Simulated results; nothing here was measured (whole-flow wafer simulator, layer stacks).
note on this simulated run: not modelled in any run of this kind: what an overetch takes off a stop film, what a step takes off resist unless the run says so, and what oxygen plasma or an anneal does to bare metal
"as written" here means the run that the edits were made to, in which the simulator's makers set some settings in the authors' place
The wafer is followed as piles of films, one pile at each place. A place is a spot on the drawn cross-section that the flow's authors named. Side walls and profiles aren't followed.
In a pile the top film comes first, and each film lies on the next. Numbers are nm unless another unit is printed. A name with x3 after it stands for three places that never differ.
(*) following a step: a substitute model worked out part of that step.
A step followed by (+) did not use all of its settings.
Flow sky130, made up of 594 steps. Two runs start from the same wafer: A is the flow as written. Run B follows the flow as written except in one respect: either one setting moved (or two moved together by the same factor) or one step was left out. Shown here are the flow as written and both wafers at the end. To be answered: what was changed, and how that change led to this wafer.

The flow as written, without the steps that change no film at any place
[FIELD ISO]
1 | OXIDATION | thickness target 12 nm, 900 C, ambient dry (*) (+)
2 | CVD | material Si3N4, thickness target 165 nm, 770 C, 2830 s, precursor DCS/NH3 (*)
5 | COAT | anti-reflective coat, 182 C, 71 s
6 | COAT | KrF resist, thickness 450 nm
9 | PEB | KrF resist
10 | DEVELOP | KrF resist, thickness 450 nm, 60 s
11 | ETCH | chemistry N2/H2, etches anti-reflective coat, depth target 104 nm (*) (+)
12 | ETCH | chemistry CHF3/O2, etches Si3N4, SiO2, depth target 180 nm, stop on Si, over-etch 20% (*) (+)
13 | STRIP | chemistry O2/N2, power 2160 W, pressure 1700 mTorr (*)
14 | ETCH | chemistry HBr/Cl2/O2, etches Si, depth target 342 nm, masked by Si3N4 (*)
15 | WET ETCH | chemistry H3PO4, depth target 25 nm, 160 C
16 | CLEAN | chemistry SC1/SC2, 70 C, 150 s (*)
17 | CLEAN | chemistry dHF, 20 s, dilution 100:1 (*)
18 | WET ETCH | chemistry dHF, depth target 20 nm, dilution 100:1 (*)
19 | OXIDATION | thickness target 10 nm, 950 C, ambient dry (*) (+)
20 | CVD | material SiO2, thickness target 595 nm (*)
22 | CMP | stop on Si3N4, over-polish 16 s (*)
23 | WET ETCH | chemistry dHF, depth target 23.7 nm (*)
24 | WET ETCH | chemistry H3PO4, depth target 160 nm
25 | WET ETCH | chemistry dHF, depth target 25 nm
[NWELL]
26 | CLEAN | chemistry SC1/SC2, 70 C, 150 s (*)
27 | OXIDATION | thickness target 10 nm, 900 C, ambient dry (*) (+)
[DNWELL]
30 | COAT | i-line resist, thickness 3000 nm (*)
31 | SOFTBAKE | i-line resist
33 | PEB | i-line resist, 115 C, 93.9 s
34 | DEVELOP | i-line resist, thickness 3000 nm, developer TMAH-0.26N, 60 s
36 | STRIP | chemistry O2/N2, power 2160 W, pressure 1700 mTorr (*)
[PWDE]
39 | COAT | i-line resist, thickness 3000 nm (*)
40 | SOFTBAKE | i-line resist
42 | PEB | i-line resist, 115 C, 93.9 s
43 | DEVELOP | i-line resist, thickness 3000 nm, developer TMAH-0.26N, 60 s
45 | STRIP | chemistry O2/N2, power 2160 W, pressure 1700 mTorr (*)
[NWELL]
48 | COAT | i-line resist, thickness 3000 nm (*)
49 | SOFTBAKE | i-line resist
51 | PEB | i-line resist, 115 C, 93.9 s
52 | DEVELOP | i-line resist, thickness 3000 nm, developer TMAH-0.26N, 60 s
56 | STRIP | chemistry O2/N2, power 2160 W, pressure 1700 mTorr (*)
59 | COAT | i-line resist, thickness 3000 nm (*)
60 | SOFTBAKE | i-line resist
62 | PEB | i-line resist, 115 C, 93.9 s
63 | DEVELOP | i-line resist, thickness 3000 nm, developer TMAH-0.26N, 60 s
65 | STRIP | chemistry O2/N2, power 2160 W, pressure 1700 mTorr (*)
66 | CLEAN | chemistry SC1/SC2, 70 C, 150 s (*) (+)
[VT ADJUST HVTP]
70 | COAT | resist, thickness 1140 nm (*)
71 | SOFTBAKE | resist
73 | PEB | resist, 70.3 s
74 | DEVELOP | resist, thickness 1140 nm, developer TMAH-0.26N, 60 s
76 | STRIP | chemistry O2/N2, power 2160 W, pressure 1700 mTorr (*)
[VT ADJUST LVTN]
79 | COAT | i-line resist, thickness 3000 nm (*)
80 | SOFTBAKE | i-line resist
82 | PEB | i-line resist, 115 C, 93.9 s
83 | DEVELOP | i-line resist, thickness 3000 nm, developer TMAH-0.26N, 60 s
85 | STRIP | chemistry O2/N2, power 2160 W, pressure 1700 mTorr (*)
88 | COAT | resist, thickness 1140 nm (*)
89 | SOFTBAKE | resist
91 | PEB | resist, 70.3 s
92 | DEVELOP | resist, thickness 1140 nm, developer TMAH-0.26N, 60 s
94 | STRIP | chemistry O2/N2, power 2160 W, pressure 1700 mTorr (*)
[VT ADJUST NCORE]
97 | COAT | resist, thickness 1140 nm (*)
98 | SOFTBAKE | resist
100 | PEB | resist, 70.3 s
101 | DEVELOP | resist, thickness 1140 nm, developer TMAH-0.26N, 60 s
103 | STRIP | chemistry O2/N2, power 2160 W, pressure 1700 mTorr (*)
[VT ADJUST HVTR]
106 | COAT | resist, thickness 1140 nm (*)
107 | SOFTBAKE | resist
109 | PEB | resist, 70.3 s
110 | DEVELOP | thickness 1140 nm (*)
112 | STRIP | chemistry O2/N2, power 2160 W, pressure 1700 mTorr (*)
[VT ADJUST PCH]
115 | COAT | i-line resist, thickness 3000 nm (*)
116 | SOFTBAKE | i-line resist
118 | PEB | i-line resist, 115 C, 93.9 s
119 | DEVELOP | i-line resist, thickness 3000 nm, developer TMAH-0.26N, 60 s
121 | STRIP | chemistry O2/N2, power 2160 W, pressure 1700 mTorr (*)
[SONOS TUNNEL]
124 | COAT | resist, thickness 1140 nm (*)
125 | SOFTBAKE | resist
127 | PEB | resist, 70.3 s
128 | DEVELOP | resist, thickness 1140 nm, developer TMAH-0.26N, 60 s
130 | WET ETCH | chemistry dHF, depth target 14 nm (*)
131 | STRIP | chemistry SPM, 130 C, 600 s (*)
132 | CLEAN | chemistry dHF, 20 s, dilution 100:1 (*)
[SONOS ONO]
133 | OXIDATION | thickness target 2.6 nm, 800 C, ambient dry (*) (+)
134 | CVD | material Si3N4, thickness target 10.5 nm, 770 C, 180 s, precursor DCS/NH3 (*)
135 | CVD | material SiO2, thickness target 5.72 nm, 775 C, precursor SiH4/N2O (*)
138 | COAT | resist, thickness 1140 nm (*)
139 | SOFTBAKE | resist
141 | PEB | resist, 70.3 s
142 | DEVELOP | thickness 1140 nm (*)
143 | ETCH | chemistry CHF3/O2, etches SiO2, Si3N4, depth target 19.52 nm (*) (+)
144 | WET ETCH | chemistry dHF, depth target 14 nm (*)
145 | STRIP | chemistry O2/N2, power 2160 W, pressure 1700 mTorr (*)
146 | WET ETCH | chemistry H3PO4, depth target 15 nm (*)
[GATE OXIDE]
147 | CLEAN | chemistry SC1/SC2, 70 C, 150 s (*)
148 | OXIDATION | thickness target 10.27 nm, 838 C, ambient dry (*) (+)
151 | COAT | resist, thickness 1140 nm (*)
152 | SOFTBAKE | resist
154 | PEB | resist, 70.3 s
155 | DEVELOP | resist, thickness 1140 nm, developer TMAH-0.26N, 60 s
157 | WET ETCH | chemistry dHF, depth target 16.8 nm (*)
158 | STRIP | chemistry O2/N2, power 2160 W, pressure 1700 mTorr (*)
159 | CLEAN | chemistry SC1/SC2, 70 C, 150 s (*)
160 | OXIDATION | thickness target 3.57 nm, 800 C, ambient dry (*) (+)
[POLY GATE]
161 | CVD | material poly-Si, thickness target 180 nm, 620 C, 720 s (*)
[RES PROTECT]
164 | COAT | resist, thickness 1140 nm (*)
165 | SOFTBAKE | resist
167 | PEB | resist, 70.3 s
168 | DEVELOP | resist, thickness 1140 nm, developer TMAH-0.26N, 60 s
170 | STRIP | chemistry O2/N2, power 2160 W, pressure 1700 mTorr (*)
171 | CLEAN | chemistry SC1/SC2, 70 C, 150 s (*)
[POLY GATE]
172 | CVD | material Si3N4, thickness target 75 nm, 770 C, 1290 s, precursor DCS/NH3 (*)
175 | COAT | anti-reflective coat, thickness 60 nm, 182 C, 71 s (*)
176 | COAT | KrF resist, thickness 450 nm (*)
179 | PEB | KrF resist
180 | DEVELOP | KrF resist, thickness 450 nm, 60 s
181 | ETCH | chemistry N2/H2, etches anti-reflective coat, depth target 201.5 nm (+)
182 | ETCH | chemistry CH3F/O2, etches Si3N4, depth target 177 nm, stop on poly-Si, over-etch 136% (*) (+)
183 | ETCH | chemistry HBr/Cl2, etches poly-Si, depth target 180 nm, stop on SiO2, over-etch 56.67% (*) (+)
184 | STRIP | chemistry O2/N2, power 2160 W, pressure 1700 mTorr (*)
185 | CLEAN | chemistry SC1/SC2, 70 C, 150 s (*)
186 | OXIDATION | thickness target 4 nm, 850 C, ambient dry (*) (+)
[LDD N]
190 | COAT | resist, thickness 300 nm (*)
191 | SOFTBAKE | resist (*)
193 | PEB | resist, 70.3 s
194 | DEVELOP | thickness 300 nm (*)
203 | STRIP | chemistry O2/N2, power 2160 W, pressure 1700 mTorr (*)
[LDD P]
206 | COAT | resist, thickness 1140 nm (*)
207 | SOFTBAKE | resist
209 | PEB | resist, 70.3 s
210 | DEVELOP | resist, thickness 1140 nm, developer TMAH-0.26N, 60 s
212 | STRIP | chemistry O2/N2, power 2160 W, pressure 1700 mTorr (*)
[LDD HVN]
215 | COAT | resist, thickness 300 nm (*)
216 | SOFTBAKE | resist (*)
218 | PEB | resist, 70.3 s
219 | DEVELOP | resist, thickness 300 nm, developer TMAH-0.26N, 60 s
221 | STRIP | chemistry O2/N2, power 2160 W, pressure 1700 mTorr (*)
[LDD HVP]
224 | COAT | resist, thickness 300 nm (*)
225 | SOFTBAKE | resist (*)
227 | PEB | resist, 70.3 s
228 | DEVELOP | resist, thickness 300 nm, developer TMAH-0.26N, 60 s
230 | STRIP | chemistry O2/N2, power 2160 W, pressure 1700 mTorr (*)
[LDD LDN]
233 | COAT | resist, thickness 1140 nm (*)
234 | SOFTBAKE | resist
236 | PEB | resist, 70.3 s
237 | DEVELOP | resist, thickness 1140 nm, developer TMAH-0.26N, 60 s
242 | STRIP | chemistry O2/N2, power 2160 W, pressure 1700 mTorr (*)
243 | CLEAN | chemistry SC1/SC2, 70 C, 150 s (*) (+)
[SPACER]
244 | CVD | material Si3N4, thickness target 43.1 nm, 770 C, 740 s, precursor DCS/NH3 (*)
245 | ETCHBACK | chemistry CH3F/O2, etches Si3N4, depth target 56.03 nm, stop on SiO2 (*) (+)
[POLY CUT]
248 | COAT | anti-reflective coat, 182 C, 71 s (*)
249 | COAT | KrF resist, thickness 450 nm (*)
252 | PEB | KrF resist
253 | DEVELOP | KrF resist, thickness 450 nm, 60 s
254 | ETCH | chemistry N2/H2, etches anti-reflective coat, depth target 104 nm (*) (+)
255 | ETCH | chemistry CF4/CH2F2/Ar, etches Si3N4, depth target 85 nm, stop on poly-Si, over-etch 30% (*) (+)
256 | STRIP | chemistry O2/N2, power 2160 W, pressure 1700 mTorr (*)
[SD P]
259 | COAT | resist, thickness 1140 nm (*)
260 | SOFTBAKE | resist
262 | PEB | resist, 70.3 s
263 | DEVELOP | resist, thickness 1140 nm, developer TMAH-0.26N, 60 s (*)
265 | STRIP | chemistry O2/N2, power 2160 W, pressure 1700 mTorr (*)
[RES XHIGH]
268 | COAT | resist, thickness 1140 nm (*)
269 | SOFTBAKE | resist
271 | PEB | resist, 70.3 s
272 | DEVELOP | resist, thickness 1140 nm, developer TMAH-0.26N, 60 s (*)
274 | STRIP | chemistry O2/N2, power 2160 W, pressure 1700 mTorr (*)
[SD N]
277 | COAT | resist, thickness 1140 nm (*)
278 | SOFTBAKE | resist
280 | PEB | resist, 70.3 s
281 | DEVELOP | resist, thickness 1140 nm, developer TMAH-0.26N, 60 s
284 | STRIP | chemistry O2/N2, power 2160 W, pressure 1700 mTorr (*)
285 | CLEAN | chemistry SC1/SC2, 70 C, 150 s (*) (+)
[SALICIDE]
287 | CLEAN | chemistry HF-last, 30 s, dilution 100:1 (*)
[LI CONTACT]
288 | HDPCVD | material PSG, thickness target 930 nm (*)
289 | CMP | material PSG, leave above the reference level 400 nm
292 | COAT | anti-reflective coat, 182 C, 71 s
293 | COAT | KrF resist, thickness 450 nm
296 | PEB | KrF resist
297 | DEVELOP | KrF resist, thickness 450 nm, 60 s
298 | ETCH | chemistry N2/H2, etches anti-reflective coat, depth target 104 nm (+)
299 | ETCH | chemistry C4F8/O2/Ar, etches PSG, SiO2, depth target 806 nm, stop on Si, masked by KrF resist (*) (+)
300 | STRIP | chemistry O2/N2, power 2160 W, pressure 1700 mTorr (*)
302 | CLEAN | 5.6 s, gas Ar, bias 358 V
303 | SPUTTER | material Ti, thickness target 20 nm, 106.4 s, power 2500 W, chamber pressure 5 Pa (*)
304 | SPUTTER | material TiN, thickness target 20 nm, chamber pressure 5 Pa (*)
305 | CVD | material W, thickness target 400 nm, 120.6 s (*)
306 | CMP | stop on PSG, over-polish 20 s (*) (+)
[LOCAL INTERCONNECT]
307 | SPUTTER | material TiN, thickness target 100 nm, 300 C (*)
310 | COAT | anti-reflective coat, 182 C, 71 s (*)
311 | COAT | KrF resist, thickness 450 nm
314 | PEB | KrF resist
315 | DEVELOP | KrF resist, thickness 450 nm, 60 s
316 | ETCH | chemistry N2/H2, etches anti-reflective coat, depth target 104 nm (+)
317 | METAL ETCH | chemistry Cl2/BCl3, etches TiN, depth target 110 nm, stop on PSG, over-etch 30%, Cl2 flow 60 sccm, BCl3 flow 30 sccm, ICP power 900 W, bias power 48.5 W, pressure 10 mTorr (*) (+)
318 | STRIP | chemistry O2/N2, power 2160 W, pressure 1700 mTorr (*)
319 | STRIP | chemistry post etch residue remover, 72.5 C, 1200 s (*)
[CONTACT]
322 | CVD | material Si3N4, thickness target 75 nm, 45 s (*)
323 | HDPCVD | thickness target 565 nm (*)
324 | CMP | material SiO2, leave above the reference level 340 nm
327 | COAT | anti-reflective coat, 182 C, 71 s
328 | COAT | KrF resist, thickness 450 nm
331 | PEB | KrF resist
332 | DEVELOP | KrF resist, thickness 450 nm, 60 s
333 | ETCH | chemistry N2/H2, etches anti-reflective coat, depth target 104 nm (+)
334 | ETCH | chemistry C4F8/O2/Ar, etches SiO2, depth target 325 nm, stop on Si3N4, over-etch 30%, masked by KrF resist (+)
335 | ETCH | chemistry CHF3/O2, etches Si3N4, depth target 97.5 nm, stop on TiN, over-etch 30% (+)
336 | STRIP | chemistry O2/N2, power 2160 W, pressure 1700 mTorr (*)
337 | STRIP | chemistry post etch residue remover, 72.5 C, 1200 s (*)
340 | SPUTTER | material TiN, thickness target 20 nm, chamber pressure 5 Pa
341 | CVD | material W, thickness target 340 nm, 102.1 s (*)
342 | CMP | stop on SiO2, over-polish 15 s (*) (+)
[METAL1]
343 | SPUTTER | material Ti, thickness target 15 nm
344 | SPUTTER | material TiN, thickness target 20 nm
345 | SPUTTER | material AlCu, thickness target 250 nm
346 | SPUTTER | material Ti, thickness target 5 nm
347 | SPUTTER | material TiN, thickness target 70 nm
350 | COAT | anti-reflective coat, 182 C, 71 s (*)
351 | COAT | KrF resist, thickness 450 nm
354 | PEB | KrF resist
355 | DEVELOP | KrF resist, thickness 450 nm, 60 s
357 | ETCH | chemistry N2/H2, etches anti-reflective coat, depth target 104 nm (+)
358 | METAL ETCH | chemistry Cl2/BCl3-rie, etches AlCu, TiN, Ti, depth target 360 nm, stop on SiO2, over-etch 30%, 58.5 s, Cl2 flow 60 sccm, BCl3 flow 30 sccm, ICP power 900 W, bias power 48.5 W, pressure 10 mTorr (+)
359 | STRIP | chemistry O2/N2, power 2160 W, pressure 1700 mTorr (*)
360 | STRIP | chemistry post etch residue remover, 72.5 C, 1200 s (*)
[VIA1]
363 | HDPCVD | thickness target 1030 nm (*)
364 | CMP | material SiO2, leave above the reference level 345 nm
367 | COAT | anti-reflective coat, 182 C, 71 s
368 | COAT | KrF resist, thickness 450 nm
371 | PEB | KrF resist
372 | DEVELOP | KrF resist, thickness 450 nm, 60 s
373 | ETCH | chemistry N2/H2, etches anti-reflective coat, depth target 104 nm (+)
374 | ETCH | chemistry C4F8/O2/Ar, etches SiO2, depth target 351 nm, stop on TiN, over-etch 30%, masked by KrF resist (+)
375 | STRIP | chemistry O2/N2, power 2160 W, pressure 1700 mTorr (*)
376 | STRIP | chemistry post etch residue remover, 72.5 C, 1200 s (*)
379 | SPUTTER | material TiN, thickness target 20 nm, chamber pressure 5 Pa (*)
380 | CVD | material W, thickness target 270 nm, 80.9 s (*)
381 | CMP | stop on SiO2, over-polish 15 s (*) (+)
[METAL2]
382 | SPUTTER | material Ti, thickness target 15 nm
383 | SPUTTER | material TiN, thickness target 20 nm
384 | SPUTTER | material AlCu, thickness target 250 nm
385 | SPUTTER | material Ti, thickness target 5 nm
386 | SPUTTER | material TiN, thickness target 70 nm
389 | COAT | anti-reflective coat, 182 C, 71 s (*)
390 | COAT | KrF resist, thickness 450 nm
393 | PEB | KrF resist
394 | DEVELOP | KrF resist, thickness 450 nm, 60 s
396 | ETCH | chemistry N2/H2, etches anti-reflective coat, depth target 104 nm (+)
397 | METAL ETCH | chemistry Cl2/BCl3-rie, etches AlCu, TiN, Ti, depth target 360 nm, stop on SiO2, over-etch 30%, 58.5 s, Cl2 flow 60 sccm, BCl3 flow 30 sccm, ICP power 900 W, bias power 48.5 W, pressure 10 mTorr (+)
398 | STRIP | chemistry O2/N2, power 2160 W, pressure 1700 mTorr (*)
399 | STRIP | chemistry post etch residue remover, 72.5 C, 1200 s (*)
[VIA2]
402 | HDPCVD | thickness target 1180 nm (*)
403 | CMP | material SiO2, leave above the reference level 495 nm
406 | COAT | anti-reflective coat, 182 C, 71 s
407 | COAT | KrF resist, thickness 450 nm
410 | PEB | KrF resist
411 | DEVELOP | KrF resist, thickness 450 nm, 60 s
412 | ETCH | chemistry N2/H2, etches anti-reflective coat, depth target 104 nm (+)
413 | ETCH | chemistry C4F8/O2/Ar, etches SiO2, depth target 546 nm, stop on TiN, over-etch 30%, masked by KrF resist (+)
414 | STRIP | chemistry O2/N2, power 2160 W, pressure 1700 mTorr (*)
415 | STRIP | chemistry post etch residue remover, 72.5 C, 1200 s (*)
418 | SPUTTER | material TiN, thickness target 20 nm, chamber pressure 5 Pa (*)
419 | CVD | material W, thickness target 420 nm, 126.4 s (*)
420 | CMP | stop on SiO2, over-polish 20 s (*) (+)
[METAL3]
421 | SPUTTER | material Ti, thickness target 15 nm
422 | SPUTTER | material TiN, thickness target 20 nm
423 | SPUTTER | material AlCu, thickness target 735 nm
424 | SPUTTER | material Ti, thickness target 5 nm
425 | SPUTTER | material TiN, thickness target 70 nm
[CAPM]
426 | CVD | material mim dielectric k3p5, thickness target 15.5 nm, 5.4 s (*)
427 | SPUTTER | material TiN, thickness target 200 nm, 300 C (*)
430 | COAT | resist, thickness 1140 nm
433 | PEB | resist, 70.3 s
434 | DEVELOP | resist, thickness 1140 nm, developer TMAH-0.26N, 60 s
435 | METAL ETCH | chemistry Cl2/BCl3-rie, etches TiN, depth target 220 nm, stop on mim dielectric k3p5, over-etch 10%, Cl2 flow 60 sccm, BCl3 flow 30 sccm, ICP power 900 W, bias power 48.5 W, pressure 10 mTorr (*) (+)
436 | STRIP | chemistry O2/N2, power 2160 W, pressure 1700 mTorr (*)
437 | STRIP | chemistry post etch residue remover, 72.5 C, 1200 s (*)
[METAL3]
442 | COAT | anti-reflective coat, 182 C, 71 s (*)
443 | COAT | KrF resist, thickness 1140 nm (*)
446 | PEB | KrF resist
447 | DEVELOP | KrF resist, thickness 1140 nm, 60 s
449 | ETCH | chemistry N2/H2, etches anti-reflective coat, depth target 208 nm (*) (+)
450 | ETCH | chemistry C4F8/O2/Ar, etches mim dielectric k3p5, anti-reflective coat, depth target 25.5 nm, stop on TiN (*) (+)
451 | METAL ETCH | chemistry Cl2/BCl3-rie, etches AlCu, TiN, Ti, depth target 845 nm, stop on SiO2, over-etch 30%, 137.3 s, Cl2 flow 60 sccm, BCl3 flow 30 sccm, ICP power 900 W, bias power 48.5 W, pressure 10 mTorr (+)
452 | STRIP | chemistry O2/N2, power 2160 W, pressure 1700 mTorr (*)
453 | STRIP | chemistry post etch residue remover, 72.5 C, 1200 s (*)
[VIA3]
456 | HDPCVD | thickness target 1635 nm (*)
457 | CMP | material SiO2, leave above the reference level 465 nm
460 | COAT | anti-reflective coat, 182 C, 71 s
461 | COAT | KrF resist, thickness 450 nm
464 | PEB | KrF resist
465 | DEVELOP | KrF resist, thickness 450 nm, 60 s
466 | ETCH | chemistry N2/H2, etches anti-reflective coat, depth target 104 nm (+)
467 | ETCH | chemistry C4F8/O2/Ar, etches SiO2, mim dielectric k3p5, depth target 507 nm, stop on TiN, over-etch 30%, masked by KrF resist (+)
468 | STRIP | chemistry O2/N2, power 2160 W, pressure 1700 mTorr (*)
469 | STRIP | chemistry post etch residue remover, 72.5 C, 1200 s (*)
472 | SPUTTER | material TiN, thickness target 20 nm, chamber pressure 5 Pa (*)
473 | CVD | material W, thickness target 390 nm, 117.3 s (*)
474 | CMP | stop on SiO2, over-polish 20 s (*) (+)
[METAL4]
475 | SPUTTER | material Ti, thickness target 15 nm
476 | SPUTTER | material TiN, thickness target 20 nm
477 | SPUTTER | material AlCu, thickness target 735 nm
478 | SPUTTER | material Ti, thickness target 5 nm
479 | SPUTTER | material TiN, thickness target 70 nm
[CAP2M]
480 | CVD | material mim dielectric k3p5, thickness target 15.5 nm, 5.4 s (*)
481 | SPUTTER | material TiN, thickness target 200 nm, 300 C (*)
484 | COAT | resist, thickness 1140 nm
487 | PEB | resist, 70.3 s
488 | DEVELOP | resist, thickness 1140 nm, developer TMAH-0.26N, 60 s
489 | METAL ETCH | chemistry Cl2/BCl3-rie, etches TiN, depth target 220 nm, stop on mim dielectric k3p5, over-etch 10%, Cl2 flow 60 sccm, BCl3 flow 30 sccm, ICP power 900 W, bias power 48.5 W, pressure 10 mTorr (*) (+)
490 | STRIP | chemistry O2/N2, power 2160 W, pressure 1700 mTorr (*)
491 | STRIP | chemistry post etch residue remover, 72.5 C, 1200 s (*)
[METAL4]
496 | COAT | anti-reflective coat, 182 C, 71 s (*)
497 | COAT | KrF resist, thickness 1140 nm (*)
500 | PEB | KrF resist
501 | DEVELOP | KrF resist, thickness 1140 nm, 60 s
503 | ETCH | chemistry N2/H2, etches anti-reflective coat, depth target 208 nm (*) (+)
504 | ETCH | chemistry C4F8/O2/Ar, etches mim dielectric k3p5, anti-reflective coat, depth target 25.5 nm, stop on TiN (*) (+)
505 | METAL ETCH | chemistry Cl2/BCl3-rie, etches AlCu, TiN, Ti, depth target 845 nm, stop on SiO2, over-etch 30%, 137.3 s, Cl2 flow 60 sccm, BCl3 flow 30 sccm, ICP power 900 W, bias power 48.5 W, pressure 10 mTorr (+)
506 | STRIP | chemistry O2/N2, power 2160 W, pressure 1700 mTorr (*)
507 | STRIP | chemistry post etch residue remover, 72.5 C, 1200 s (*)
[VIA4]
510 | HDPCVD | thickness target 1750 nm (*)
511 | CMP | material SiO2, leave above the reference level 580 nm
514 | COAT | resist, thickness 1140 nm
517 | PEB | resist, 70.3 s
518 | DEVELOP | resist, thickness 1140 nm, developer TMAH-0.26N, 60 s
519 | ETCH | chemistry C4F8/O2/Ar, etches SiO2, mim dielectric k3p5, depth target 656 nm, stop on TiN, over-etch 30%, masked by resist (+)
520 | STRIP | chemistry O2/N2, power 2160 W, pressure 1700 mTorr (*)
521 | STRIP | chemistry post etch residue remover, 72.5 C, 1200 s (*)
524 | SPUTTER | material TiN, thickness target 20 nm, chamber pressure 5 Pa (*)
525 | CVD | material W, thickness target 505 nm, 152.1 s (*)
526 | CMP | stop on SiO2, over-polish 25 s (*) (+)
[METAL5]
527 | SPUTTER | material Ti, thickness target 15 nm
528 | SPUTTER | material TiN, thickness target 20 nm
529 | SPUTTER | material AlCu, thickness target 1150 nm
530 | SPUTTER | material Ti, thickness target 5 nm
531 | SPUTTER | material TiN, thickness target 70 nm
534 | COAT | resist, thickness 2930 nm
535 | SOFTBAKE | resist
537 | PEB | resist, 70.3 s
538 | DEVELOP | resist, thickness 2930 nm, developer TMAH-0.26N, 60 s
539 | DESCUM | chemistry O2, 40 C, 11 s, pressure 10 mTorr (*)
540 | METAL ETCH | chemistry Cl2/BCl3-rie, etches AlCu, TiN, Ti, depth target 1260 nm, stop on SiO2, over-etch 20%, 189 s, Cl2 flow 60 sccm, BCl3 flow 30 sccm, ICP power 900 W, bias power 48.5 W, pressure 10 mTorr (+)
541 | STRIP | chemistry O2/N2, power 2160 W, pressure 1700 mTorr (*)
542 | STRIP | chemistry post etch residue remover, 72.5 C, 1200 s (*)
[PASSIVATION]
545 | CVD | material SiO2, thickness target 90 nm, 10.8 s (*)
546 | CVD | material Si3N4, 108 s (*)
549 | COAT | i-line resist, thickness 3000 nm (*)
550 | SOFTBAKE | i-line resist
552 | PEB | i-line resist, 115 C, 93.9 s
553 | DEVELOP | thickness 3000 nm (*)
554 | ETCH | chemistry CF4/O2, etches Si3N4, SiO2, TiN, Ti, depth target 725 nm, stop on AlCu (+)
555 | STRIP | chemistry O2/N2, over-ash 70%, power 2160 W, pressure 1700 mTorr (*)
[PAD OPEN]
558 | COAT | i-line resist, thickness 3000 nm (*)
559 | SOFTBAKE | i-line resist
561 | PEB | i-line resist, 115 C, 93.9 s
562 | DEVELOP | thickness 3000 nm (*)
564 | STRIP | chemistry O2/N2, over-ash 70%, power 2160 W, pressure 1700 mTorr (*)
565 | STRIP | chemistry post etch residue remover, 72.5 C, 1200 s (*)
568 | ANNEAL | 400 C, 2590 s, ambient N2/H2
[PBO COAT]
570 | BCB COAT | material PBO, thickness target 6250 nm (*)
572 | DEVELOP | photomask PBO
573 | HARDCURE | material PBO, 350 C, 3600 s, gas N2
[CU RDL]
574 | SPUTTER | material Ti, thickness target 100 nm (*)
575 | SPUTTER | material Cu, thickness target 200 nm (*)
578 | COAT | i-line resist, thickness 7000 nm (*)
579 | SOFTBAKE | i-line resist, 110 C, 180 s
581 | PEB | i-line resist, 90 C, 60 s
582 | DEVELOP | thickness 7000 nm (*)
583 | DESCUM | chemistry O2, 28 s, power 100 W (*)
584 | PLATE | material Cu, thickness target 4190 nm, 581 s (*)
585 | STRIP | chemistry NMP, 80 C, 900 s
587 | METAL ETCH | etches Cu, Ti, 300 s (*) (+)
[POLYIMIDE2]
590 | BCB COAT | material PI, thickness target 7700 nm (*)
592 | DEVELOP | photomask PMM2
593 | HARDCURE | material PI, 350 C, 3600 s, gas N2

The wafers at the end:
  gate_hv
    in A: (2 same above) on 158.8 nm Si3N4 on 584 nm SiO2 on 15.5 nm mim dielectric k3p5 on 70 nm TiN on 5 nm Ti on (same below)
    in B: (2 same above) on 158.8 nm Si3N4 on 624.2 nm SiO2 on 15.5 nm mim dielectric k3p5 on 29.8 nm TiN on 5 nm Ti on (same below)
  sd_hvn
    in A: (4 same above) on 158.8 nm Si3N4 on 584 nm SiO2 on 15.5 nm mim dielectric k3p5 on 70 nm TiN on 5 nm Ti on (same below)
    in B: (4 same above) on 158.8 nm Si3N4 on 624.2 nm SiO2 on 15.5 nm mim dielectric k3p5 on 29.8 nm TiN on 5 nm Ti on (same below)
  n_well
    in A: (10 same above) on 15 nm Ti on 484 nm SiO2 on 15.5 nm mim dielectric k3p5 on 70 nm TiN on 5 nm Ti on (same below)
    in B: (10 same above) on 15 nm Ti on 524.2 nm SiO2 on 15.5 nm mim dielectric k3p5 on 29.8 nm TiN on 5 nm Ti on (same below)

What caused this: step 479, SPUTTER: thickness target 29.8 nm was run, while the flow as written has thickness target 70 nm.
The wafer lets one read it off: gate_hv has TiN 29.8, and step 479 as written asks for 70 nm.

Step by step, how the change led to this:
  479 | SPUTTER | material TiN, thickness target 70 nm
      field, active, n_well and 189 more: A TiN gains 70 (new film) | B TiN gains 29.8 (new film)
  505 | METAL ETCH | chemistry Cl2/BCl3-rie, etches AlCu, TiN, Ti, depth target 845 nm, stop on SiO2, over-etch 30%, 137.3 s, Cl2 flow 60 sccm, BCl3 flow 30 sccm, ICP power 900 W, bias power 48.5 W, pressure 10 mTorr (+)
      field, gate, spacer and 68 more: A TiN loses 70 (all of it), Ti loses 5 (all of it), AlCu loses 735 (all of it), TiN loses 20 (all of it), Ti loses 15 (all of it), SiO2 loses 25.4 | B TiN loses 29.8 (all of it), Ti loses 5 (all of it), AlCu loses 735 (all of it), TiN loses 20 (all of it), Ti loses 15 (all of it), SiO2 loses 29.4
      active, vpp_iso1, mim_edge_plate and 14 more: A TiN loses 70 (all of it), Ti loses 5 (all of it), AlCu loses 735 (all of it), TiN loses 20 (all of it), Ti loses 15 (all of it), SiO2 loses 25.3 | B TiN loses 29.8 (all of it), Ti loses 5 (all of it), AlCu loses 735 (all of it), TiN loses 20 (all of it), Ti loses 15 (all of it), SiO2 loses 29.4
  511 | CMP | material SiO2, leave above the reference level 580 nm
      n_well, p_well, gate_hv and 99 more: A SiO2 loses 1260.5 | B SiO2 loses 1220.3
      m1, via3_hole: A SiO2 loses 1259.9 | B SiO2 loses 1219.7
      (also at 1 further place)
  519 | ETCH | chemistry C4F8/O2/Ar, etches SiO2, mim dielectric k3p5, depth target 656 nm, stop on TiN, over-etch 30%, masked by resist (+)
      m1: A SiO2 loses 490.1 (all of it), mim dielectric k3p5 loses 15.5 (all of it) | B SiO2 loses 530.3 (all of it), mim dielectric k3p5 loses 15.5 (all of it)
      via4_hole: A SiO2 loses 489.5 (all of it), mim dielectric k3p5 loses 15.5 (all of it) | B SiO2 loses 529.7 (all of it), mim dielectric k3p5 loses 15.5 (all of it)
  525 | CVD | material W, thickness target 505 nm, 152.1 s (*)
      m1: A W gains 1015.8 (new film) | B W gains 1056.2 (new film)
      via4_hole: A W gains 1015.2 (new film) | B W gains 1055.6 (new film)
